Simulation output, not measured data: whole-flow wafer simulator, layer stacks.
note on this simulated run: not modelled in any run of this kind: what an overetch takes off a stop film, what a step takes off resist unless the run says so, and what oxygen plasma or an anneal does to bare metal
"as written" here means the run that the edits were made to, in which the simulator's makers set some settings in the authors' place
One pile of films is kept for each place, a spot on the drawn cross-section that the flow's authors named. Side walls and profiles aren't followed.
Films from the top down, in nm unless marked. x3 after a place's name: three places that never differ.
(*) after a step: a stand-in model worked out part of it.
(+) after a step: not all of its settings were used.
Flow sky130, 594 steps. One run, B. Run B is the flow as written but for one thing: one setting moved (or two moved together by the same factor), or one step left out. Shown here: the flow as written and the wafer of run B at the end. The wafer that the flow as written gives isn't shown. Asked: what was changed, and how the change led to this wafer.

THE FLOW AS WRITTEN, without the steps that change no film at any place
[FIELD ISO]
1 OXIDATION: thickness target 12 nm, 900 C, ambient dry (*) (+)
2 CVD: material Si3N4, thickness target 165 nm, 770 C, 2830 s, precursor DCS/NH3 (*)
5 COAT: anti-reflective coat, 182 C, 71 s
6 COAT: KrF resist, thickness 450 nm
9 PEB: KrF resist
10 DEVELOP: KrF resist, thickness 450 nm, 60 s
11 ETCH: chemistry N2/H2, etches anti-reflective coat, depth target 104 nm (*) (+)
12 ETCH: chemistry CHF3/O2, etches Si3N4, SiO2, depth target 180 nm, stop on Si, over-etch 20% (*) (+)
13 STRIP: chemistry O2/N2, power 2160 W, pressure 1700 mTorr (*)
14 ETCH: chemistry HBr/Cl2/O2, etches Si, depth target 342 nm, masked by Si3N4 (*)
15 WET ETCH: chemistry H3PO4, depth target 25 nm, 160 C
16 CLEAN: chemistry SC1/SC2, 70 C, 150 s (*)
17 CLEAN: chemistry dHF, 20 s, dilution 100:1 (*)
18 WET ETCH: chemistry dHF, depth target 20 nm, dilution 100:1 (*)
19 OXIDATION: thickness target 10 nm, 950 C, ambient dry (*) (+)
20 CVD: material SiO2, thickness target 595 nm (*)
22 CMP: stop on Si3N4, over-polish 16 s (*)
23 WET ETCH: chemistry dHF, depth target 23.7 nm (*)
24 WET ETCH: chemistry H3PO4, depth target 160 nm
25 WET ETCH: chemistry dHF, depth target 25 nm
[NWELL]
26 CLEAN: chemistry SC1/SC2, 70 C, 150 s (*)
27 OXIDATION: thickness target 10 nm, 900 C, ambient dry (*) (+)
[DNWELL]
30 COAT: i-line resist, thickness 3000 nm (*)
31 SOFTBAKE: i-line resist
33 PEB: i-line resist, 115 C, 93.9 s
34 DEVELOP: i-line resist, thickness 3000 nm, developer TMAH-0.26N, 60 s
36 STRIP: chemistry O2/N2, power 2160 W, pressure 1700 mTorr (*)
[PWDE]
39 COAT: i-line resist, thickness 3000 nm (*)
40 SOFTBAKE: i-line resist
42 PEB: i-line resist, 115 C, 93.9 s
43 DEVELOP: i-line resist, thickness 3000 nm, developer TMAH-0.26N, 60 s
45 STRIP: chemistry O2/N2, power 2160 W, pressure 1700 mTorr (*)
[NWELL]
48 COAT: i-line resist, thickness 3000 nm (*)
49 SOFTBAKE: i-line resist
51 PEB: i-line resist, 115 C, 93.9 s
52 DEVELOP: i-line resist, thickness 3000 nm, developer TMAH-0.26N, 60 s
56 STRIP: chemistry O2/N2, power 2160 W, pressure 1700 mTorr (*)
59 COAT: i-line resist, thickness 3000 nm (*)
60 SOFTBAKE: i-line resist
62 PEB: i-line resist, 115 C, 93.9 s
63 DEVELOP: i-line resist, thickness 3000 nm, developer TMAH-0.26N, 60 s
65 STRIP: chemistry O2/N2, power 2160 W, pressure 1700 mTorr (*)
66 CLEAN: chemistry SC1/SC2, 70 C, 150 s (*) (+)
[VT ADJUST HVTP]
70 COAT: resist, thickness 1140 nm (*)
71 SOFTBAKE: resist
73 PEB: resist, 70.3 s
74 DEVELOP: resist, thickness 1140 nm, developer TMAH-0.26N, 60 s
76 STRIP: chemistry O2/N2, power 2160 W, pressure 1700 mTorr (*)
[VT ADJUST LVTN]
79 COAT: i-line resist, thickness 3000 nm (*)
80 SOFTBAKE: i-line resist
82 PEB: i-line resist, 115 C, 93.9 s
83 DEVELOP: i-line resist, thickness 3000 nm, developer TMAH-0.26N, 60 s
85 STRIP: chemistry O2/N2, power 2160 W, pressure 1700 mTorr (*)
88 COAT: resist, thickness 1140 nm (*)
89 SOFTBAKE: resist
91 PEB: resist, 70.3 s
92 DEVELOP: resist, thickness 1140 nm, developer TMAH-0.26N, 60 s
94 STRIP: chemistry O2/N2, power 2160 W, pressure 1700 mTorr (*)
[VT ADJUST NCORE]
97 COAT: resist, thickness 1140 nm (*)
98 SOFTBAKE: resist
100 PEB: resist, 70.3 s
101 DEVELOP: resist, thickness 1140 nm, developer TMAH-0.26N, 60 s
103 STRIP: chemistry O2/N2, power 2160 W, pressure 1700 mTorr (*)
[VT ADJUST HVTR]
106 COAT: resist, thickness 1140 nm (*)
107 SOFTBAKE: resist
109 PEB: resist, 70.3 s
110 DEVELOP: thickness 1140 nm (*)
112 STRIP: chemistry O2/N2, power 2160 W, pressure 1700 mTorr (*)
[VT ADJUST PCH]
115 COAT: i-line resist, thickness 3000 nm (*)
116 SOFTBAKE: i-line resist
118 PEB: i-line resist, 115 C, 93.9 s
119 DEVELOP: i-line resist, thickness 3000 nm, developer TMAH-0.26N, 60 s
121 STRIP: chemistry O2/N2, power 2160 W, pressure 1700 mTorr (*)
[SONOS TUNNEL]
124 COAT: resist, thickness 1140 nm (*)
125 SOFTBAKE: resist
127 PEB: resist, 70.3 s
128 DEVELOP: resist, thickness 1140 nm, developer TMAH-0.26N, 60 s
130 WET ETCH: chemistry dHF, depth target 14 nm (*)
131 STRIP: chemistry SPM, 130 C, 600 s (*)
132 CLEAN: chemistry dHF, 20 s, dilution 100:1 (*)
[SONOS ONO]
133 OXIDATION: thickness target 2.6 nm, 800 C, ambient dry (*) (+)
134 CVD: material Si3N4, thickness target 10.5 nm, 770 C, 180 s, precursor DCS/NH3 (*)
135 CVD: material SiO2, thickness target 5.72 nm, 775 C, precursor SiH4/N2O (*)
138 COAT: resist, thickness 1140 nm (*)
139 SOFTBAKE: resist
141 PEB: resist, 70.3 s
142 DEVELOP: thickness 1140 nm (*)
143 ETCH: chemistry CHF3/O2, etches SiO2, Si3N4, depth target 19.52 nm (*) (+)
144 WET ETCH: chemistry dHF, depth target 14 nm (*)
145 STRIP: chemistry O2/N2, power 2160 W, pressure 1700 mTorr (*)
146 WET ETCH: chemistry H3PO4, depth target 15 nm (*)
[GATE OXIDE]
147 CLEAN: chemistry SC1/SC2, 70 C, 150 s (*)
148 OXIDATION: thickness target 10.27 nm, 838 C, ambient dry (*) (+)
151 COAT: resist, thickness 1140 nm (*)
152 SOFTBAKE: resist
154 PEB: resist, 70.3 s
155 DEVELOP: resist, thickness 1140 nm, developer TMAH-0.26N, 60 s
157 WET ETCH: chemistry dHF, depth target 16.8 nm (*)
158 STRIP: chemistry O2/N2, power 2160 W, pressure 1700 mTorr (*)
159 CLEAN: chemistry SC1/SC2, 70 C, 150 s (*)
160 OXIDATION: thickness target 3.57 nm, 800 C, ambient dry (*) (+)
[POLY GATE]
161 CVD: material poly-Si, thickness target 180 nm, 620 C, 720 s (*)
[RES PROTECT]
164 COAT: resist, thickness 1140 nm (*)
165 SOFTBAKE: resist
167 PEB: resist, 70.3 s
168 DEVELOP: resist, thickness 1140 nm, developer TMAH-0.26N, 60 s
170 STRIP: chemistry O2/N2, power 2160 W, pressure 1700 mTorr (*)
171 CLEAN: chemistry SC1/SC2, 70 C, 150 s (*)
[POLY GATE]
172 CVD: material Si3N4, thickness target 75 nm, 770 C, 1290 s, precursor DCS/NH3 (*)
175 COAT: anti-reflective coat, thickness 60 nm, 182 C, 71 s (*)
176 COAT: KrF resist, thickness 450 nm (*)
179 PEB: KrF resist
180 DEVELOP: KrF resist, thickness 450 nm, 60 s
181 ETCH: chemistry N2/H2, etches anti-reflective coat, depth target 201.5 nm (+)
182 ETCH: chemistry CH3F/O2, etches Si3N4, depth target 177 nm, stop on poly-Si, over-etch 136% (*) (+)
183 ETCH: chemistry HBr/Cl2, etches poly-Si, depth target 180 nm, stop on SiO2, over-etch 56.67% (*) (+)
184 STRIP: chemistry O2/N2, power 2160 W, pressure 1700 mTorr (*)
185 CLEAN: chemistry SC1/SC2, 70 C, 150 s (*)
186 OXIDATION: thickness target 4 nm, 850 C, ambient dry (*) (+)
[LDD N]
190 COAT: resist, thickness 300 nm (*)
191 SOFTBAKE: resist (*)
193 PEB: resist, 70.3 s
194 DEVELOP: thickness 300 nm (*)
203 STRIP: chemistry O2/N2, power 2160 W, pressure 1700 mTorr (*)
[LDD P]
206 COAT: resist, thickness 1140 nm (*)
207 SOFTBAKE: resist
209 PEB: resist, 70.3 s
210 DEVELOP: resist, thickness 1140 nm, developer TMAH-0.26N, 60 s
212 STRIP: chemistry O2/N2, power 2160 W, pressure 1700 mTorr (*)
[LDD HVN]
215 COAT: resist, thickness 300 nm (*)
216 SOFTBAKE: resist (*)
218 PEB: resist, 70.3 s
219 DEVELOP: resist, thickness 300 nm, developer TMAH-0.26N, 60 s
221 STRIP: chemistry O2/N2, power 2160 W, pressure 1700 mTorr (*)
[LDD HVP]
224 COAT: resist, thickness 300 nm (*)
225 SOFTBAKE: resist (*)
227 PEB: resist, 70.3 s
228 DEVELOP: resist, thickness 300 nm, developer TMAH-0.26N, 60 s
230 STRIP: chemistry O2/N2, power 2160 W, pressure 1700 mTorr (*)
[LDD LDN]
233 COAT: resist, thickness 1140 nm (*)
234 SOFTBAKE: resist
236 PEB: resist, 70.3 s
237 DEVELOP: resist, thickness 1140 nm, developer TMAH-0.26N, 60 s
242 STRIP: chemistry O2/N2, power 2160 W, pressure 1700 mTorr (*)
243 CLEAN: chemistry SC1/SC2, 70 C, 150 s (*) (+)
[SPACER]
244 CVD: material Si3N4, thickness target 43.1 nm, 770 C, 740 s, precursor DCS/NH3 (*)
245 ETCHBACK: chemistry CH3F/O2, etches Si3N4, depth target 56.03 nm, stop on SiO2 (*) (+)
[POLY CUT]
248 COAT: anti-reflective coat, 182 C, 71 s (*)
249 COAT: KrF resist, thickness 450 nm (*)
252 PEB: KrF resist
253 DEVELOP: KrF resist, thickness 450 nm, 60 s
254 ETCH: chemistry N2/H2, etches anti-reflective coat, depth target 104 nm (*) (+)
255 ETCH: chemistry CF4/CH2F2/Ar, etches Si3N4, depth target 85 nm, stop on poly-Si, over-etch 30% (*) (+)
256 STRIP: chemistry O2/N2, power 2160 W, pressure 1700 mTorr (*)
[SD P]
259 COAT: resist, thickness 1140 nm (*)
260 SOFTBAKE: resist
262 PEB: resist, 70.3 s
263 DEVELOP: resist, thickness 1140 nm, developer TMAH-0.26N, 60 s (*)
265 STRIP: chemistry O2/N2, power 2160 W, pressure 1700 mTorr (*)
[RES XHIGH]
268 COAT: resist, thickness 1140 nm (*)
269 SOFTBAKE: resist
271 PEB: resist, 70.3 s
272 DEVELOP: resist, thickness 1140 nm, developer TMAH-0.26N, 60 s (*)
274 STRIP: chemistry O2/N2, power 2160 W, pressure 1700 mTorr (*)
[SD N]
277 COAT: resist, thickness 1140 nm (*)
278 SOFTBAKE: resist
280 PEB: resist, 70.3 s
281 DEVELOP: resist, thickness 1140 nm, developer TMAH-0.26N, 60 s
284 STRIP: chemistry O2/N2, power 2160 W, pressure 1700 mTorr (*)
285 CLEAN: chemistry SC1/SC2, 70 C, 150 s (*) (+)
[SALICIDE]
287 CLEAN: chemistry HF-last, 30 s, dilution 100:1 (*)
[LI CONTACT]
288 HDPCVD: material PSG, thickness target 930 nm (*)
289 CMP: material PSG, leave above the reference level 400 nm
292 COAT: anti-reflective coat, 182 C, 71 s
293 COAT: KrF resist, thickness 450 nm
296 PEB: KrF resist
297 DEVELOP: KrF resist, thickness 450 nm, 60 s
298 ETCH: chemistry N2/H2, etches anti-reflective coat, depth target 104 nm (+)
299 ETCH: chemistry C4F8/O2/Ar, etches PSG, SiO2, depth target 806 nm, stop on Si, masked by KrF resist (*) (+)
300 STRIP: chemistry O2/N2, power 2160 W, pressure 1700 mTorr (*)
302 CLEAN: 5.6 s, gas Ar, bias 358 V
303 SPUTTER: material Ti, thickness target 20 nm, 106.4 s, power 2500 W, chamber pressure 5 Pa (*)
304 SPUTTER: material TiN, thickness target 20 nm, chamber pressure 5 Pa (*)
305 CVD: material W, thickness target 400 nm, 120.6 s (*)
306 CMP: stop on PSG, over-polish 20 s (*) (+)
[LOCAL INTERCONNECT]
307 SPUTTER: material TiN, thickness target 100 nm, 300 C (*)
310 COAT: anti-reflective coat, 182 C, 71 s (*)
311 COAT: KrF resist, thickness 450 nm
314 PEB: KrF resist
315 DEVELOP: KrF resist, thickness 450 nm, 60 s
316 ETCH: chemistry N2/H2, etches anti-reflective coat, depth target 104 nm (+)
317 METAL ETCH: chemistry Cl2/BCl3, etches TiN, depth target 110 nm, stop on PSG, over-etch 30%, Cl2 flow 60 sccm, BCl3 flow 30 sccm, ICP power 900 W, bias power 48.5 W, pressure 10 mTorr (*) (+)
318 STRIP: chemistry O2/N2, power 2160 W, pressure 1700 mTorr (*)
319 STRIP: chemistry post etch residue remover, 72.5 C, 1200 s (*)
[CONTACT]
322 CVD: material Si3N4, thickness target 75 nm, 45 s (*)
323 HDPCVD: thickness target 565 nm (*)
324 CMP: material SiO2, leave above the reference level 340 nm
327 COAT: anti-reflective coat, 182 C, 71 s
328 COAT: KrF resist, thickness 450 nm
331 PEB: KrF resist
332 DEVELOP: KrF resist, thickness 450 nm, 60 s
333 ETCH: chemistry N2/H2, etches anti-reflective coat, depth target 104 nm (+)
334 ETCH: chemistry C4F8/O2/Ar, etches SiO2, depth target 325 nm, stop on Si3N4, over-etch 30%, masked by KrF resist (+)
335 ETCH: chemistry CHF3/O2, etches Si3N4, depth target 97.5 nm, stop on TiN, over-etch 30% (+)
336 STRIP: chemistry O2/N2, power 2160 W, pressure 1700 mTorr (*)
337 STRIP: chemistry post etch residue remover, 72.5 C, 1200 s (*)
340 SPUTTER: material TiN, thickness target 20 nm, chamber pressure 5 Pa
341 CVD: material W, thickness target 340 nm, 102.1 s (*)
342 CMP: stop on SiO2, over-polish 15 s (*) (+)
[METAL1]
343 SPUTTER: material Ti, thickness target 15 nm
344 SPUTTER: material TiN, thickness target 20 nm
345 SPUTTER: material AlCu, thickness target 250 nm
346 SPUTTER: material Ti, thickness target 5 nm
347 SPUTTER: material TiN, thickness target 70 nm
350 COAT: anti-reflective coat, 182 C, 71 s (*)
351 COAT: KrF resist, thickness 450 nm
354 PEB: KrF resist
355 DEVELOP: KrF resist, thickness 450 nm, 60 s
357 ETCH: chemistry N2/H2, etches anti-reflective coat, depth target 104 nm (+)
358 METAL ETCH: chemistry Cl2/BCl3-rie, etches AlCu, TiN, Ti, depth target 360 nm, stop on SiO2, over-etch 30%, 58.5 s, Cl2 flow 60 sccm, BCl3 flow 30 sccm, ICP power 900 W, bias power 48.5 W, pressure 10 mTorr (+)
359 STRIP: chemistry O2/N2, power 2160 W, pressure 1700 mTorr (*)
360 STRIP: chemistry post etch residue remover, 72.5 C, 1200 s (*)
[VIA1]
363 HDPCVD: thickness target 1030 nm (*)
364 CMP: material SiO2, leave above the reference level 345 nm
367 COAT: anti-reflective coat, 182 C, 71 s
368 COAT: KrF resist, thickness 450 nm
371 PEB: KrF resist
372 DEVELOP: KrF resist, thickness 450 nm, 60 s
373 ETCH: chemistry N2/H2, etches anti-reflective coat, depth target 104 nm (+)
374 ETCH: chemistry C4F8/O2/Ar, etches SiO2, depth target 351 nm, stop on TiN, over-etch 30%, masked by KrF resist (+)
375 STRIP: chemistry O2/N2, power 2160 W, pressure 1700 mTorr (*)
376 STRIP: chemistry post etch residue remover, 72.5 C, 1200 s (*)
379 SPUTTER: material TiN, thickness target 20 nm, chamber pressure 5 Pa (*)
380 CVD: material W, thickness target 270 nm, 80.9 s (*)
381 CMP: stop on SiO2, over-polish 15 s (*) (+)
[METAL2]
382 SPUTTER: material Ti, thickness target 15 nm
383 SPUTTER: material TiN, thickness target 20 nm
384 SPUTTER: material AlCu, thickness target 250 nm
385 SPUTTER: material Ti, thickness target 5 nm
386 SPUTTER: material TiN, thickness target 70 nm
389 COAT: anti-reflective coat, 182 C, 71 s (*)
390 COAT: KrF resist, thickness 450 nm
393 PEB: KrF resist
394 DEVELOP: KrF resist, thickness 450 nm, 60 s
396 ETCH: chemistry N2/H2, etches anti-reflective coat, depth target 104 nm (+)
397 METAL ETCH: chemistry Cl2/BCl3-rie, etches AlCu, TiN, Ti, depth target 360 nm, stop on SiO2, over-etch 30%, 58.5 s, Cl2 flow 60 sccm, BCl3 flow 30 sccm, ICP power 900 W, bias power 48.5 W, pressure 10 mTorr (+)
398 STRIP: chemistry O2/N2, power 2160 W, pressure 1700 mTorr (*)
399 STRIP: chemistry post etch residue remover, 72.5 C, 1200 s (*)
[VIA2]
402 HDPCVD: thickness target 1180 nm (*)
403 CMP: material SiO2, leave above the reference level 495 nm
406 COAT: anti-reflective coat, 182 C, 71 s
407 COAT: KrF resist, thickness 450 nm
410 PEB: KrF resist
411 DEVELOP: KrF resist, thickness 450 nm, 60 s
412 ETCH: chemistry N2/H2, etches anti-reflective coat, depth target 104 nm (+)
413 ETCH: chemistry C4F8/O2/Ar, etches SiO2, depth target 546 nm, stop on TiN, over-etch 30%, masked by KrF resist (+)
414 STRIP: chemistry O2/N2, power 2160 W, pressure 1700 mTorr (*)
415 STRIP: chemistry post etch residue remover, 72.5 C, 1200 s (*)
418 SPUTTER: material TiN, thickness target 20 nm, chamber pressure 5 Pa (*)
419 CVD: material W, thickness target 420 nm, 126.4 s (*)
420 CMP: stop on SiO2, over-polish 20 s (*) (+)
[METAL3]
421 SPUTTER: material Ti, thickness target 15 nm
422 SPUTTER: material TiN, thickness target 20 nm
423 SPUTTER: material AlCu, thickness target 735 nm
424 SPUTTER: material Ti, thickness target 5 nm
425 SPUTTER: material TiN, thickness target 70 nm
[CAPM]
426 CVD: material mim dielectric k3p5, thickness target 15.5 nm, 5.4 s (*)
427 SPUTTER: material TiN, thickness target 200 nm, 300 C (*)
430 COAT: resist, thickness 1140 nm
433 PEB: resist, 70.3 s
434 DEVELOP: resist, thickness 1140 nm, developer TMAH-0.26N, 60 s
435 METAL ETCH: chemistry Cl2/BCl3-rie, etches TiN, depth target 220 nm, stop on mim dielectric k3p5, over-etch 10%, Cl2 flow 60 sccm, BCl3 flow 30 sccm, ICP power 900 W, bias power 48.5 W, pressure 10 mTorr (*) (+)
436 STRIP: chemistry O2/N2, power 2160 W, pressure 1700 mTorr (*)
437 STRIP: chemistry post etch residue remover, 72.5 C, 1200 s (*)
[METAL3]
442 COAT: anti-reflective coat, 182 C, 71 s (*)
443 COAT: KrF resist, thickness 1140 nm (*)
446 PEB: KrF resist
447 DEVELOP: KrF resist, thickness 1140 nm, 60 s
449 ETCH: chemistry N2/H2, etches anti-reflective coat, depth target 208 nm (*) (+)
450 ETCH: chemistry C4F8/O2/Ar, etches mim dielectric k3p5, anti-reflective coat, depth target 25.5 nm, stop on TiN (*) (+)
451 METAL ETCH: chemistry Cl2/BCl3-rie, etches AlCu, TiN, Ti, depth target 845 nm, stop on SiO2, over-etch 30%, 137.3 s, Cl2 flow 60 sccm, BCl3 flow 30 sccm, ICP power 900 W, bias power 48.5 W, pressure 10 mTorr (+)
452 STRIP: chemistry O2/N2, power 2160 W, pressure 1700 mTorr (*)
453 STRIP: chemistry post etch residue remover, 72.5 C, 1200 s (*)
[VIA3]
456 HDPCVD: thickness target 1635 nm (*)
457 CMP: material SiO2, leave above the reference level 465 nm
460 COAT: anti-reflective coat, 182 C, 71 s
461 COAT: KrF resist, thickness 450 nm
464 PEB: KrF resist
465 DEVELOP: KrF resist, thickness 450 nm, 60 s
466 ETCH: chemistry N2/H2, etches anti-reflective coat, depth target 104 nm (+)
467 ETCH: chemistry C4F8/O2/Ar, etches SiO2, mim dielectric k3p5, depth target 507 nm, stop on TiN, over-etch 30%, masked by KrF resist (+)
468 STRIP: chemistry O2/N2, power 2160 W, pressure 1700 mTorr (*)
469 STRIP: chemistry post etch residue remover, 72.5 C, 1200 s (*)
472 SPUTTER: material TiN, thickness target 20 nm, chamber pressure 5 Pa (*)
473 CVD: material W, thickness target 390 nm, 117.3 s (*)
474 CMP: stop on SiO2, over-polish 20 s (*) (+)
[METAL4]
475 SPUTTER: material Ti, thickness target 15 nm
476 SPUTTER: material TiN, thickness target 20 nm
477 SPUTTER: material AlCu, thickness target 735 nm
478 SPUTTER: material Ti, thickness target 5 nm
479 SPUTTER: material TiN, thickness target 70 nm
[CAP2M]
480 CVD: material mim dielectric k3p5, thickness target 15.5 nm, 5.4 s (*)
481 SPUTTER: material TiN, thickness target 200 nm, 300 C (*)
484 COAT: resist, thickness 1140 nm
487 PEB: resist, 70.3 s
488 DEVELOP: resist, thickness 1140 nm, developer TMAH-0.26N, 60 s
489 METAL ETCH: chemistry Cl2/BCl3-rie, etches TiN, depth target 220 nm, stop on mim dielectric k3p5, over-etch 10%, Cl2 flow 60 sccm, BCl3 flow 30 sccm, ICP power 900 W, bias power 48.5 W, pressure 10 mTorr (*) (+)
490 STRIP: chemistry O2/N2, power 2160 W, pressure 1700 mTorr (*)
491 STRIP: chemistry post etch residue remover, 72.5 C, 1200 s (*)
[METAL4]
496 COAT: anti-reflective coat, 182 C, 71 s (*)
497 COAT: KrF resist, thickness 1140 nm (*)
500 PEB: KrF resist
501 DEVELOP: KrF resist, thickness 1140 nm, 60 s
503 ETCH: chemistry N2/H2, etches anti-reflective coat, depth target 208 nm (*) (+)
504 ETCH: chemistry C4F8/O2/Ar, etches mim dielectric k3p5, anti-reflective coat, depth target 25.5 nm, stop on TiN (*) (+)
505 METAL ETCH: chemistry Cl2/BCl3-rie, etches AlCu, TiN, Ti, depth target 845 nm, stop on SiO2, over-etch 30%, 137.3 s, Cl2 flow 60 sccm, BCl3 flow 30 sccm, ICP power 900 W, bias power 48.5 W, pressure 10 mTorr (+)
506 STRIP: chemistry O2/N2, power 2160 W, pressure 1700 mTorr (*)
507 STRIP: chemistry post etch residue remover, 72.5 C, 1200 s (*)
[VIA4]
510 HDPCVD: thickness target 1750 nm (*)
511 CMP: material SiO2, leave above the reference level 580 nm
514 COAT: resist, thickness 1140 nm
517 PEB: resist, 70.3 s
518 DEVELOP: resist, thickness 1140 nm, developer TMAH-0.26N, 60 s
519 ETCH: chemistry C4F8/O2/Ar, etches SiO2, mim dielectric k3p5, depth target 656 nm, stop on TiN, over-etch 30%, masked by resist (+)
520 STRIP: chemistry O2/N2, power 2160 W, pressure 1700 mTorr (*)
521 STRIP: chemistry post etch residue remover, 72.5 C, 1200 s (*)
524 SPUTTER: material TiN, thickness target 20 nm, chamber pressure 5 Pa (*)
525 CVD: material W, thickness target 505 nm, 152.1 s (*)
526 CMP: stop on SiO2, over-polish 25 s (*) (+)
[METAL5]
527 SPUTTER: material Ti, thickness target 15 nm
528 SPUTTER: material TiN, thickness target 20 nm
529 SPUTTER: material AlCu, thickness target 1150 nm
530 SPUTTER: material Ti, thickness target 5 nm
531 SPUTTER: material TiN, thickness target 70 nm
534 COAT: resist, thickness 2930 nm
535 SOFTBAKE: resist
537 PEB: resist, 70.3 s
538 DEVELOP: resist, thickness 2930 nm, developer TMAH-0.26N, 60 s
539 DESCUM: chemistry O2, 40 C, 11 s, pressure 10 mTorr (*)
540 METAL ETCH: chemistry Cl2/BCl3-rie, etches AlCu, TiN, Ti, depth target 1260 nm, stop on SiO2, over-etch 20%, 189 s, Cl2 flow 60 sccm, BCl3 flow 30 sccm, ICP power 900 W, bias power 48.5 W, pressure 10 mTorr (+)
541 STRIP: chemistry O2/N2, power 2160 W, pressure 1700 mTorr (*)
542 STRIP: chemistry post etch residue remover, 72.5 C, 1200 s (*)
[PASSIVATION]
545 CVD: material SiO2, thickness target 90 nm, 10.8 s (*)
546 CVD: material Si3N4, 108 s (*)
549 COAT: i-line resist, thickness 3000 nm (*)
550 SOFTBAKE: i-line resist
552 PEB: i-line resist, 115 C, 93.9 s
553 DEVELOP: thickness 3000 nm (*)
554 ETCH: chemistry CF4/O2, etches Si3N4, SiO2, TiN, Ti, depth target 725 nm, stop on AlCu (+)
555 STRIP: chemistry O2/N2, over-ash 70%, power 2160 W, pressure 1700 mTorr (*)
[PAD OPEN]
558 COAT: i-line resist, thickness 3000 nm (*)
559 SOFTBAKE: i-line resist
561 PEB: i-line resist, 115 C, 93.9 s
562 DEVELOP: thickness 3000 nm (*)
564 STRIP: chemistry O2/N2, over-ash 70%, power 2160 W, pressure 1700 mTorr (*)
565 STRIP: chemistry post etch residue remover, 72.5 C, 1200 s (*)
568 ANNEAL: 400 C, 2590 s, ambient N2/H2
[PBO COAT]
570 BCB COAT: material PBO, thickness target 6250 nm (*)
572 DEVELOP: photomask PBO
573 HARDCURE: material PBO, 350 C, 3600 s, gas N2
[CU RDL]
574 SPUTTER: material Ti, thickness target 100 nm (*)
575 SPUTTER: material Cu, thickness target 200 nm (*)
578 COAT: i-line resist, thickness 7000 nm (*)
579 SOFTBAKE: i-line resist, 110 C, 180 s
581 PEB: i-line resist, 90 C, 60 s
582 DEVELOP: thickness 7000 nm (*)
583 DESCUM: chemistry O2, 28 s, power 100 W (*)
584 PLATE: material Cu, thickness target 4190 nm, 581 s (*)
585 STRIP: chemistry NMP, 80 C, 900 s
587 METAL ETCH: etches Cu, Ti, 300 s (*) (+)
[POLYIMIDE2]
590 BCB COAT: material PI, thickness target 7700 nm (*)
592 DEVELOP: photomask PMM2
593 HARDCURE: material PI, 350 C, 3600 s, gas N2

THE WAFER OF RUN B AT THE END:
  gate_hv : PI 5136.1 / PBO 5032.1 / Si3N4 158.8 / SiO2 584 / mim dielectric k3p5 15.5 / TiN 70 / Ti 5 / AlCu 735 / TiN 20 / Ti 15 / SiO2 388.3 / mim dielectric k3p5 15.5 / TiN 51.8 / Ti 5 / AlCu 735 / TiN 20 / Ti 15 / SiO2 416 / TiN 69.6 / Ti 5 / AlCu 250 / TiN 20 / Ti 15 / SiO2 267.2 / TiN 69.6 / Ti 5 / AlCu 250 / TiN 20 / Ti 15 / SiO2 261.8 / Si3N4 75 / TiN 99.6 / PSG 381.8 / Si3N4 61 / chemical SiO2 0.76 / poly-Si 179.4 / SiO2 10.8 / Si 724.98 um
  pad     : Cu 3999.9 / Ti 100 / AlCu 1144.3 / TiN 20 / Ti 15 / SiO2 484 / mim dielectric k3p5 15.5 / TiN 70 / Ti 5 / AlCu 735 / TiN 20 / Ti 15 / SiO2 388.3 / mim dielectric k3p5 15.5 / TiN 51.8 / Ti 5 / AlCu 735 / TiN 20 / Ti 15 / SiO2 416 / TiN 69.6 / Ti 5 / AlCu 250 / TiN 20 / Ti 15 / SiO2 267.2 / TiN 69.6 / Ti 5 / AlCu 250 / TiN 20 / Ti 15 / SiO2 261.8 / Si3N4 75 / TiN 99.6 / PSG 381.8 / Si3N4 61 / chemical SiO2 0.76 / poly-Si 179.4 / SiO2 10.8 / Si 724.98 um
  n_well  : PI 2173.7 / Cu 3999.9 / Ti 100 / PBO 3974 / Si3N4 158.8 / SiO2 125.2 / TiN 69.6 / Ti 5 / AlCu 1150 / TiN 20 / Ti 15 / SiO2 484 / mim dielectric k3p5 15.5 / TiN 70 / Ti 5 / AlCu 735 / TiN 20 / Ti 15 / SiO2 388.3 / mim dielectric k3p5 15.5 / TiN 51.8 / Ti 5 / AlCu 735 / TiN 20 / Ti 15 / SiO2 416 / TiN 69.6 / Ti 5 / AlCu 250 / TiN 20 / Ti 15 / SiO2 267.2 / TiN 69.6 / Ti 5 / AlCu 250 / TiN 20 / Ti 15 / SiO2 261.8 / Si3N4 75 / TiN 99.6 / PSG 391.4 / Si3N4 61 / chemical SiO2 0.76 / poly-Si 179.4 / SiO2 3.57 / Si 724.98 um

The cause: step 425, SPUTTER: thickness target 51.8 nm was run, where the flow has thickness target 70 nm.
It can be read off the wafer: gate_hv has TiN 51.8, and step 425 as written asks for 70 nm.

How the change led to this, step by step:
  425 SPUTTER: material TiN, thickness target 70 nm
      field, active, n_well and 188 more: TiN +51.8 (new film) (as written it would be: TiN +70 (new film))
  451 METAL ETCH: chemistry Cl2/BCl3-rie, etches AlCu, TiN, Ti, depth target 845 nm, stop on SiO2, over-etch 30%, 137.3 s, Cl2 flow 60 sccm, BCl3 flow 30 sccm, ICP power 900 W, bias power 48.5 W, pressure 10 mTorr (+)
      field, gate, spacer and 68 more: TiN -51.8 (all of it), Ti -5 (all of it), AlCu -735 (all of it), TiN -20 (all of it), Ti -15 (all of it), SiO2 -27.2 (as written it would be: TiN -70 (all of it), Ti -5 (all of it), AlCu -735 (all of it), TiN -20 (all of it), Ti -15 (all of it), SiO2 -25.4)
      active, vpp_ln, vpp_iso2 and 11 more: TiN -51.8 (all of it), Ti -5 (all of it), AlCu -735 (all of it), TiN -20 (all of it), Ti -15 (all of it), SiO2 -27.2 (as written it would be: TiN -70 (all of it), Ti -5 (all of it), AlCu -735 (all of it), TiN -20 (all of it), Ti -15 (all of it), SiO2 -25.3)
  467 ETCH: chemistry C4F8/O2/Ar, etches SiO2, mim dielectric k3p5, depth target 507 nm, stop on TiN, over-etch 30%, masked by KrF resist (+)
      m1: SiO2 -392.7 (all of it), mim dielectric k3p5 -15.5 (all of it) (as written it would be: SiO2 -374.5 (all of it), mim dielectric k3p5 -15.5 (all of it))
      via3_hole: SiO2 -392.1 (all of it), mim dielectric k3p5 -15.5 (all of it) (as written it would be: SiO2 -373.9 (all of it), mim dielectric k3p5 -15.5 (all of it))
  473 CVD: material W, thickness target 390 nm, 117.3 s (*)
      m1: W +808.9 (new film) (as written it would be: W +790.5 (new film))
      via3_hole: W +808.3 (new film) (as written it would be: W +789.9 (new film))
